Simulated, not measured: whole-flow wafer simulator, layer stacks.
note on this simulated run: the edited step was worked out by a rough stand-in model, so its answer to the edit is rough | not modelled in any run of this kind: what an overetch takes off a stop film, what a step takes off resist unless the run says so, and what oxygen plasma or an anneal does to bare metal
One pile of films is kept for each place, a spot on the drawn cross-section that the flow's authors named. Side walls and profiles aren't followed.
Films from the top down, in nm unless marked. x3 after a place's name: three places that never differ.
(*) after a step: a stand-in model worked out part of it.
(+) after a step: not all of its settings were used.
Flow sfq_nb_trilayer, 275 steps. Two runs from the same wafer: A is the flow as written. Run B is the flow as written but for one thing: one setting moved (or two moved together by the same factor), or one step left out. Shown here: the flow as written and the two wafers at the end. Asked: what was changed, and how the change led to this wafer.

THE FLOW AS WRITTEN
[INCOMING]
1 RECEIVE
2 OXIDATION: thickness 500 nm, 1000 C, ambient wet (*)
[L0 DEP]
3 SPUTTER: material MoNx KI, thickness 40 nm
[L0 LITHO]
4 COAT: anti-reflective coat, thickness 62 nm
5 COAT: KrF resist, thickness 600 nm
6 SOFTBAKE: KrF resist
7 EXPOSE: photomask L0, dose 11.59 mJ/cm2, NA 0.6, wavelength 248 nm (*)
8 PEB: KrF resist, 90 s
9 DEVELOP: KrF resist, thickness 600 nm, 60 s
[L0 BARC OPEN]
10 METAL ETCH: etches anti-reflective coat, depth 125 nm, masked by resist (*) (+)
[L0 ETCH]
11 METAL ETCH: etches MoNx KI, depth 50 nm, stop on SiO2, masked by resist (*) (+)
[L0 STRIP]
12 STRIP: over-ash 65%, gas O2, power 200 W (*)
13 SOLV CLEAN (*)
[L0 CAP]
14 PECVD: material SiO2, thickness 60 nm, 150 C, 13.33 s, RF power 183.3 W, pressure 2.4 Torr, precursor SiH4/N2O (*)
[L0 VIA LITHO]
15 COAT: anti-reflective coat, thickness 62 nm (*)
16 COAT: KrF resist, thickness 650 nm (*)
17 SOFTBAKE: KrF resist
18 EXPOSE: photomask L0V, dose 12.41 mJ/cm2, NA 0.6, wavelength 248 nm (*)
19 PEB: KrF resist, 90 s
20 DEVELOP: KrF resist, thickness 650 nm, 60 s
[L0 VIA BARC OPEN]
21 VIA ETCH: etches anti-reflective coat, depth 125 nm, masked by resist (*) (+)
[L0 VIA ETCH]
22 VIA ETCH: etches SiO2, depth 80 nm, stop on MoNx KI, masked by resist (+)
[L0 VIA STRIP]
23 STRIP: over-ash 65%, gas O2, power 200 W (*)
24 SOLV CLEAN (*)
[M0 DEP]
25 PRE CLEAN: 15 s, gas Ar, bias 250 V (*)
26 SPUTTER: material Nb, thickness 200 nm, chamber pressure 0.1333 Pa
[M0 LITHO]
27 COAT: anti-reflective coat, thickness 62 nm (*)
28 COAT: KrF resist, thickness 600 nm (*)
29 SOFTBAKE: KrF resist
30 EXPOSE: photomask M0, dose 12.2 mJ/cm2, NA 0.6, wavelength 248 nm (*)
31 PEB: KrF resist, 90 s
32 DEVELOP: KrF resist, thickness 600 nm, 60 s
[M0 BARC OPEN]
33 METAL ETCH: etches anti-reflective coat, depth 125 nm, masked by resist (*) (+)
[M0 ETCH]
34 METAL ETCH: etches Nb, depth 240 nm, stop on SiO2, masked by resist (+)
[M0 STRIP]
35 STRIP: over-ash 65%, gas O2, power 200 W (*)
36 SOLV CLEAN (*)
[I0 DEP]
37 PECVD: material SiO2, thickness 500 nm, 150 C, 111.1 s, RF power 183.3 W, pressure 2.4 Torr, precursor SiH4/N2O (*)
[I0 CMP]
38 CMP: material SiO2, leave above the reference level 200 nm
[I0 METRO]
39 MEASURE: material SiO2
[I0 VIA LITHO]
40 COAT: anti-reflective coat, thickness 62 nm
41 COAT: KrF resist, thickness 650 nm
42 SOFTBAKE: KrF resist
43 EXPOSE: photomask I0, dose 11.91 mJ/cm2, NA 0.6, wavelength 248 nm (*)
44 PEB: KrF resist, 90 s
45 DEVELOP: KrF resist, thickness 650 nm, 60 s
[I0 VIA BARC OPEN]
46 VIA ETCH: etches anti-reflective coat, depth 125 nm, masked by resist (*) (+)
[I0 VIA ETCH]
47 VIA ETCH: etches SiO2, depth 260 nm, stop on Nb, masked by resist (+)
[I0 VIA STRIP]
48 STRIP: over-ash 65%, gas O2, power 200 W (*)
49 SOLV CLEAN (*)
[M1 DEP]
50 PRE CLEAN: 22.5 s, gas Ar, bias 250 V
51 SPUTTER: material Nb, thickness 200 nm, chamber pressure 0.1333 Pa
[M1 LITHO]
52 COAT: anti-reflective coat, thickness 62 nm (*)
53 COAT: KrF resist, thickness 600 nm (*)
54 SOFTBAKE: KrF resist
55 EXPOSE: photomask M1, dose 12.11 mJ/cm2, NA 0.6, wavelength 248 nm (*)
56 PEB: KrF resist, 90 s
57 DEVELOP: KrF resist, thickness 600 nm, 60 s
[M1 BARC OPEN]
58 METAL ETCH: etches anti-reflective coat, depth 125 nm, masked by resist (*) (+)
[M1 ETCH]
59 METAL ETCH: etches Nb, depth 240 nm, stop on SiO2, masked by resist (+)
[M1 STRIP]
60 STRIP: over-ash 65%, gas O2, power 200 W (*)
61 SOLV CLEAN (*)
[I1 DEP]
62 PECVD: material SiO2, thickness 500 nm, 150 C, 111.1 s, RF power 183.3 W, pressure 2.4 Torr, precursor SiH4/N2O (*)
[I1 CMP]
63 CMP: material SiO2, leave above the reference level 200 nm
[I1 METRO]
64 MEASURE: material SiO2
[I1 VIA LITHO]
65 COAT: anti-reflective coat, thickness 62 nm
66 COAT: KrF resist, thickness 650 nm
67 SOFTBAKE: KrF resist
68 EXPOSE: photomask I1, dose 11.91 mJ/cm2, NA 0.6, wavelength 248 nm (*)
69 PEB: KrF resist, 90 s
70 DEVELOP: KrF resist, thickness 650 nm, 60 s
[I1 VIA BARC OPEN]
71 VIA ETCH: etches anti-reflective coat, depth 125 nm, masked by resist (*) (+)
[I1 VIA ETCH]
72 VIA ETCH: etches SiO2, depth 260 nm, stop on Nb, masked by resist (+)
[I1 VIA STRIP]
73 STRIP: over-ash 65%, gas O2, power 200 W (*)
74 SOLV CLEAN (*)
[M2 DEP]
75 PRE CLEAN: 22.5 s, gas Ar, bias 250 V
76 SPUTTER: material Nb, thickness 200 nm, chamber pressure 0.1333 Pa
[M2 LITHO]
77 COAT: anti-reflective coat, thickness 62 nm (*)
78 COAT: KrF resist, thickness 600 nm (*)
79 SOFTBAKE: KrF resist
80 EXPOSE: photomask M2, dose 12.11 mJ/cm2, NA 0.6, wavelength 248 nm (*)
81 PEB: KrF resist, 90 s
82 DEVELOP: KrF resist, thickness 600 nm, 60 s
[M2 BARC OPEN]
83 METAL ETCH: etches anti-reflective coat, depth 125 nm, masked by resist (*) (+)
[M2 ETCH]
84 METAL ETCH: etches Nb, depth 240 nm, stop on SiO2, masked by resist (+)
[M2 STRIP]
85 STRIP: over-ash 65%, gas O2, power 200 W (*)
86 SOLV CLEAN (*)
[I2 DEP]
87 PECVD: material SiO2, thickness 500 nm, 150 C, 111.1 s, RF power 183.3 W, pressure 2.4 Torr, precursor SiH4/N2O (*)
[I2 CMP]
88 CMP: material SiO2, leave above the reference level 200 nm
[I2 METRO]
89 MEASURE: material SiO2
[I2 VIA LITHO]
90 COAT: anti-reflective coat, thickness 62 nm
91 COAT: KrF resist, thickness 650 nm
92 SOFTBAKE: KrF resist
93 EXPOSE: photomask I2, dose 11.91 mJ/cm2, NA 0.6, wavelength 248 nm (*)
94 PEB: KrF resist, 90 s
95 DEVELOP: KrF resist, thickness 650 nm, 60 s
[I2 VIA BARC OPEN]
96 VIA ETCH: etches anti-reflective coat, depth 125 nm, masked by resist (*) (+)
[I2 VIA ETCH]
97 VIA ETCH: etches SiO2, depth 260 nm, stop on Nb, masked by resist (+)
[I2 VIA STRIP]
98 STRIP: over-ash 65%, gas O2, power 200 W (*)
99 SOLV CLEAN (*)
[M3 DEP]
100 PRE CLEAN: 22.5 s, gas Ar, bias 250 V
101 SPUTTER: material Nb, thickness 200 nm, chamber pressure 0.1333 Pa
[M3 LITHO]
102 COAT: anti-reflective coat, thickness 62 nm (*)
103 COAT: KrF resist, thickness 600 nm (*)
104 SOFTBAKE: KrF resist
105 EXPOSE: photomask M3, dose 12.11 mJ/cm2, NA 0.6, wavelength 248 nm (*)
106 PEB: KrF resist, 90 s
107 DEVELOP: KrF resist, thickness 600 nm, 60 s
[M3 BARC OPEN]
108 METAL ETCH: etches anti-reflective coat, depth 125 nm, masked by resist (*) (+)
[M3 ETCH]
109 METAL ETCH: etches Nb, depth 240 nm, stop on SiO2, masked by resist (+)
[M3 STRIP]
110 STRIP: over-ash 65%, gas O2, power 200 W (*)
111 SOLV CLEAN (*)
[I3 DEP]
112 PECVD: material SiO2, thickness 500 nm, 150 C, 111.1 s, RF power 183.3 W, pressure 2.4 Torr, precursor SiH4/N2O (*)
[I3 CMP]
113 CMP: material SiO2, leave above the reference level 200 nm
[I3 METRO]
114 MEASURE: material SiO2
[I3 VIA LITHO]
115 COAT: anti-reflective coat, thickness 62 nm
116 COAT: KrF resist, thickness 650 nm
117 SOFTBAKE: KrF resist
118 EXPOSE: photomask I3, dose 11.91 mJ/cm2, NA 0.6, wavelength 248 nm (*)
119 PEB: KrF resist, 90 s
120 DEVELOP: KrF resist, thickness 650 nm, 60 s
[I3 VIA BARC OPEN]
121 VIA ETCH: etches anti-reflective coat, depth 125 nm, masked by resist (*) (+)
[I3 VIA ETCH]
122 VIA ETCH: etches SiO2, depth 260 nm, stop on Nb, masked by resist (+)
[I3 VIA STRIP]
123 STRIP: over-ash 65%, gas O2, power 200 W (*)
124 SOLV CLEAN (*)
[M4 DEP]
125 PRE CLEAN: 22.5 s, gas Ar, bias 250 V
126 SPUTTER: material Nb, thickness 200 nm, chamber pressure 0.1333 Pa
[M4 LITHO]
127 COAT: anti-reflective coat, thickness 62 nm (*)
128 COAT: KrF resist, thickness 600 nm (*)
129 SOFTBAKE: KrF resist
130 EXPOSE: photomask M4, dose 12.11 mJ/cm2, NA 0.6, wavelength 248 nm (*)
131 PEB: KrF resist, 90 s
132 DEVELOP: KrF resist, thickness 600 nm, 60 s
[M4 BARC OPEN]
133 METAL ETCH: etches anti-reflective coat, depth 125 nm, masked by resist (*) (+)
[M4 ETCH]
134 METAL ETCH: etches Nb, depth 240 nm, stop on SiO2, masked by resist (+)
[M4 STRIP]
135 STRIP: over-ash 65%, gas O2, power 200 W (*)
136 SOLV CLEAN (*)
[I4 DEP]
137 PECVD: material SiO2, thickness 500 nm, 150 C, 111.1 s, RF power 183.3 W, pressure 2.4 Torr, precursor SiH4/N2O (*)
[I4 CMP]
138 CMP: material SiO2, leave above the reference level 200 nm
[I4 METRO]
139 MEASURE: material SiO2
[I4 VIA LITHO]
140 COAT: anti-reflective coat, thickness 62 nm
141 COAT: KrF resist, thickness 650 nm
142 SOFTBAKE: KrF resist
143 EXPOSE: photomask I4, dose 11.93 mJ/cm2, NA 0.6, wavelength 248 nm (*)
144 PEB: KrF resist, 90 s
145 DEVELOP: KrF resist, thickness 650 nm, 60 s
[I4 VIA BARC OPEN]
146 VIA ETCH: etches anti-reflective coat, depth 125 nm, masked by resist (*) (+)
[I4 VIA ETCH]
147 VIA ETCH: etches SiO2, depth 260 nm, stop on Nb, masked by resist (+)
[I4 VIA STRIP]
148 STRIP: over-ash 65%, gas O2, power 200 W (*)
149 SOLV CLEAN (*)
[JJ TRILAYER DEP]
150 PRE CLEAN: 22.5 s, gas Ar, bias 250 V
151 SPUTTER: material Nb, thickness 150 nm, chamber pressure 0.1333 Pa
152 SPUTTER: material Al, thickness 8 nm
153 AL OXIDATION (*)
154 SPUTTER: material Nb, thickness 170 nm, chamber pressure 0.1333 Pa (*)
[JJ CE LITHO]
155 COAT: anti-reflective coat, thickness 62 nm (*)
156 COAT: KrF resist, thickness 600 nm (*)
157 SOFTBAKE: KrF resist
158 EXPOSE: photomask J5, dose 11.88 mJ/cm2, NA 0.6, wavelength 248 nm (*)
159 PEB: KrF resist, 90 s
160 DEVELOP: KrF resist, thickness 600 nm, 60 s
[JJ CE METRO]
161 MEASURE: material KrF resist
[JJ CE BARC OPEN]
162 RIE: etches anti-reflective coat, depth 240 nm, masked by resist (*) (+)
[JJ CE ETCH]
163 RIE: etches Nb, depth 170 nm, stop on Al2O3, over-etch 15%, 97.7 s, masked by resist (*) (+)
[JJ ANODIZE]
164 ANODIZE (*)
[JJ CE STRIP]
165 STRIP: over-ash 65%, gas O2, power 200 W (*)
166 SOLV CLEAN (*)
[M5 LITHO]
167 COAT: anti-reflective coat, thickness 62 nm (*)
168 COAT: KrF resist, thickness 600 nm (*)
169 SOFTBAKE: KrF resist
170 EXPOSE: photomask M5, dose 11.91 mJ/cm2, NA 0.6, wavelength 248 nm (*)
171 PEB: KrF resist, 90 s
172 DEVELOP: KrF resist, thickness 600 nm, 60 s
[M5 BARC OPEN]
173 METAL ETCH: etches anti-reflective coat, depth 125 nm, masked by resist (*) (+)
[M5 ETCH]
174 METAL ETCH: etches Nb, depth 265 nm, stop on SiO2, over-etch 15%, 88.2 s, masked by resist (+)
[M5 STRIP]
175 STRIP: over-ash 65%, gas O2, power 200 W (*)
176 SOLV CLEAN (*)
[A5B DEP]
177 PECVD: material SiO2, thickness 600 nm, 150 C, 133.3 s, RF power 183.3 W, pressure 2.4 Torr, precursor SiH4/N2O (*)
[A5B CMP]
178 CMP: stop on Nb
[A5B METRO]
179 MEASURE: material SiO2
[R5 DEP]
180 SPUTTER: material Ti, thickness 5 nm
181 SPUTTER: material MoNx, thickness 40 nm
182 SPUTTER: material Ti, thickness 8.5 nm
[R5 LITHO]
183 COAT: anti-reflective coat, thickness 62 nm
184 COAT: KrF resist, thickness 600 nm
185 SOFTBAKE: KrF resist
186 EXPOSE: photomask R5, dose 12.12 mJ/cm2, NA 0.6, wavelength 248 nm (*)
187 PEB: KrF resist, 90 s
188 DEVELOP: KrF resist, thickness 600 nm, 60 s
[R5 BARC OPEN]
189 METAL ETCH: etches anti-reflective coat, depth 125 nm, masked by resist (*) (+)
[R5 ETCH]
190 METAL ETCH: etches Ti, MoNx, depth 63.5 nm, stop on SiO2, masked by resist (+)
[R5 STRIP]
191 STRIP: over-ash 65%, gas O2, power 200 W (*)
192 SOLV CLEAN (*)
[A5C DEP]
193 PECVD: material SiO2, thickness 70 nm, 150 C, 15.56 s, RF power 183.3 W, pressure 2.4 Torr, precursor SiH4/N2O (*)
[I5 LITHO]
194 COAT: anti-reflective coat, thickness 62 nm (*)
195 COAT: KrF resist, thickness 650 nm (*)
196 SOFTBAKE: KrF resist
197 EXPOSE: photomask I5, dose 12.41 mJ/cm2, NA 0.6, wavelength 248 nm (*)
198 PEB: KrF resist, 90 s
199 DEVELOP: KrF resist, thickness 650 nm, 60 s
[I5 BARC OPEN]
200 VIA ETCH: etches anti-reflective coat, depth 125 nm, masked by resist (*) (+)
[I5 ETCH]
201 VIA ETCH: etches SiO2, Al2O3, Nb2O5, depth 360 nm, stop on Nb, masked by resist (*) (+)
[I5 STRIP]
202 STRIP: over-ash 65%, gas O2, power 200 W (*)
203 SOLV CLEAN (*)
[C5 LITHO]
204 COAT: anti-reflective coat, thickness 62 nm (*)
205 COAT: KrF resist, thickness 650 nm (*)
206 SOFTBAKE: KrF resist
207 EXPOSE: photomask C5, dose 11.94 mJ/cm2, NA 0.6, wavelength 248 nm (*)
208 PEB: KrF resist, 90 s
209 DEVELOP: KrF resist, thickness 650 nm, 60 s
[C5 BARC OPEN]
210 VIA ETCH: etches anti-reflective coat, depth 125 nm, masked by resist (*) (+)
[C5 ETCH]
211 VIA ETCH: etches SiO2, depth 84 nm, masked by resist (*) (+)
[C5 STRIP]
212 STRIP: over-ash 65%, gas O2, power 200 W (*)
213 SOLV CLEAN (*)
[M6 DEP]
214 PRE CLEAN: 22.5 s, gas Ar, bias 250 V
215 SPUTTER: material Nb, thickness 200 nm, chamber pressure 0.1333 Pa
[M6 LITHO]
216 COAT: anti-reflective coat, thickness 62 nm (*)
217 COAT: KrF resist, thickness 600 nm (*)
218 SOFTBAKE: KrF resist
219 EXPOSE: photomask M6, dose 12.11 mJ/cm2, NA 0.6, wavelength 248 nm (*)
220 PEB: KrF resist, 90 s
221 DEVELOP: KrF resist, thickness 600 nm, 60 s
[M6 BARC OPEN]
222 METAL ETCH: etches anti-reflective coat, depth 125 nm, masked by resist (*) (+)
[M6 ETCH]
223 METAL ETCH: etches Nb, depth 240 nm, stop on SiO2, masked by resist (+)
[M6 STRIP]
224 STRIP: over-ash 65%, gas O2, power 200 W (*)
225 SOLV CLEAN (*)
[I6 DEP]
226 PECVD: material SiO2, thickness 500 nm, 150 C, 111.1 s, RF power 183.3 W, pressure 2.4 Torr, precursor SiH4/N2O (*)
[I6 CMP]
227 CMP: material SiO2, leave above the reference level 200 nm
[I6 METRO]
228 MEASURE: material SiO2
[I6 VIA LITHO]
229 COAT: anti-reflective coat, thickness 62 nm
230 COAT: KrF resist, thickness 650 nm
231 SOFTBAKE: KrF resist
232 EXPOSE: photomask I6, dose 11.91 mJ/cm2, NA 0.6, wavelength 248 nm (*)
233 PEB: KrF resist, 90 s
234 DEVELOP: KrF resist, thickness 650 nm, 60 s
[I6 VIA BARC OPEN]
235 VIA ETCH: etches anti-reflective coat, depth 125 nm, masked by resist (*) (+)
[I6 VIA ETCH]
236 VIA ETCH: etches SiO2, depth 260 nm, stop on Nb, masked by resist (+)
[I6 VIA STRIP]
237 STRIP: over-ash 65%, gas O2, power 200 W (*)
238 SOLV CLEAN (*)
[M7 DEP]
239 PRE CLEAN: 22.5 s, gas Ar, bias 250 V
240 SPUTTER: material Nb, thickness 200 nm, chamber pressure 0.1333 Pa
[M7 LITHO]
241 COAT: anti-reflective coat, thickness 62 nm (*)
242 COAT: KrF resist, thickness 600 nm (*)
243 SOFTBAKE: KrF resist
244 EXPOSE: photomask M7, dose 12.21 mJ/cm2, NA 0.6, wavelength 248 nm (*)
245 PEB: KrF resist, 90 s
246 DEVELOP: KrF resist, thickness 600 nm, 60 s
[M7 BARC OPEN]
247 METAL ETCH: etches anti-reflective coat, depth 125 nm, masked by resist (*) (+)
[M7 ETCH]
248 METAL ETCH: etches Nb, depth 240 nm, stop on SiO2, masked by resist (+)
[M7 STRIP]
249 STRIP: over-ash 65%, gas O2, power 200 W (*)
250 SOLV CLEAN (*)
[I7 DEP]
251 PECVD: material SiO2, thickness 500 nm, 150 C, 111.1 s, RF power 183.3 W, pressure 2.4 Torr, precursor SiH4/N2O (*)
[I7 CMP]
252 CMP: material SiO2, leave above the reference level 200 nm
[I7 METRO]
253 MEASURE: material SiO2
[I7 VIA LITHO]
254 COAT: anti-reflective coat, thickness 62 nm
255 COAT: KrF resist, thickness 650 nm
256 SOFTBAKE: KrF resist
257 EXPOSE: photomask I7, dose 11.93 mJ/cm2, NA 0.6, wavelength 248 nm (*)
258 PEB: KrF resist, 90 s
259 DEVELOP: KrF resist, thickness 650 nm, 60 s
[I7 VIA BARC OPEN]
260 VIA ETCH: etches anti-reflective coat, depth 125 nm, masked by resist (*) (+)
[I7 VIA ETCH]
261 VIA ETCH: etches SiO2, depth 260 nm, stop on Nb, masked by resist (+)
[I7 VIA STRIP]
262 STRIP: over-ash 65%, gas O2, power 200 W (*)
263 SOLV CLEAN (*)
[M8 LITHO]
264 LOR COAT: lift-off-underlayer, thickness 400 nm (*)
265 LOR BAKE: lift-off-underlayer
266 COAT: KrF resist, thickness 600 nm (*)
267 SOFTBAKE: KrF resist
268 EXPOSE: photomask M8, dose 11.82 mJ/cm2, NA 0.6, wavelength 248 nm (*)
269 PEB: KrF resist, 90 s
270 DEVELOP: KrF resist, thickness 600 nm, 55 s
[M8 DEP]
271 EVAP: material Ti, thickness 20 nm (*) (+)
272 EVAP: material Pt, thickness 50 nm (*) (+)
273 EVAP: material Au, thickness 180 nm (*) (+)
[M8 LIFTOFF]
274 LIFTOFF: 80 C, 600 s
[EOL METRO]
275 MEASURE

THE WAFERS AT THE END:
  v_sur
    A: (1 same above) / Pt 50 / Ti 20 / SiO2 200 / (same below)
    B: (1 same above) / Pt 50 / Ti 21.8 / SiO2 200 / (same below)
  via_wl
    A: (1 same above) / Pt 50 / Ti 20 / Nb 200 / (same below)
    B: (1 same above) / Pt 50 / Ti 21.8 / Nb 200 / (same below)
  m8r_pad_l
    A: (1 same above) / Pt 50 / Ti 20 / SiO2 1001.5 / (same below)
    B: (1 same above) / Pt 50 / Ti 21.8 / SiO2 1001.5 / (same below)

The cause: step 271, EVAP: thickness 21.8 nm was run, where the flow has thickness 20 nm.
It can be read off the wafer: v_sur has Ti 21.8, and step 271 as written asks for 20 nm.

How the change led to this, step by step:
  271 EVAP: material Ti, thickness 20 nm (*) (+)
      field_l, v_sur, via_wl and 103 more: A Ti +20 (new film) | B Ti +21.8 (new film)
  274 LIFTOFF: 80 C, 600 s
      p4_fl, p4_fm, p4_w1 and 71 more: A Au -180 (all of it), Pt -50 (all of it), Ti -20 (all of it), KrF resist -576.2 (all of it), lift-off-underlayer -400 (all of it) | B Au -180 (all of it), Pt -50 (all of it), Ti -21.8 (all of it), KrF resist -576.2 (all of it), lift-off-underlayer -400 (all of it)
      c5j, ce_r: A Au -180 (all of it), Pt -50 (all of it), Ti -20 (all of it), KrF resist -573.3 (all of it), lift-off-underlayer -399.3 (all of it) | B Au -180 (all of it), Pt -50 (all of it), Ti -21.8 (all of it), KrF resist -573.3 (all of it), lift-off-underlayer -399.3 (all of it)
      (and at 19 more places)
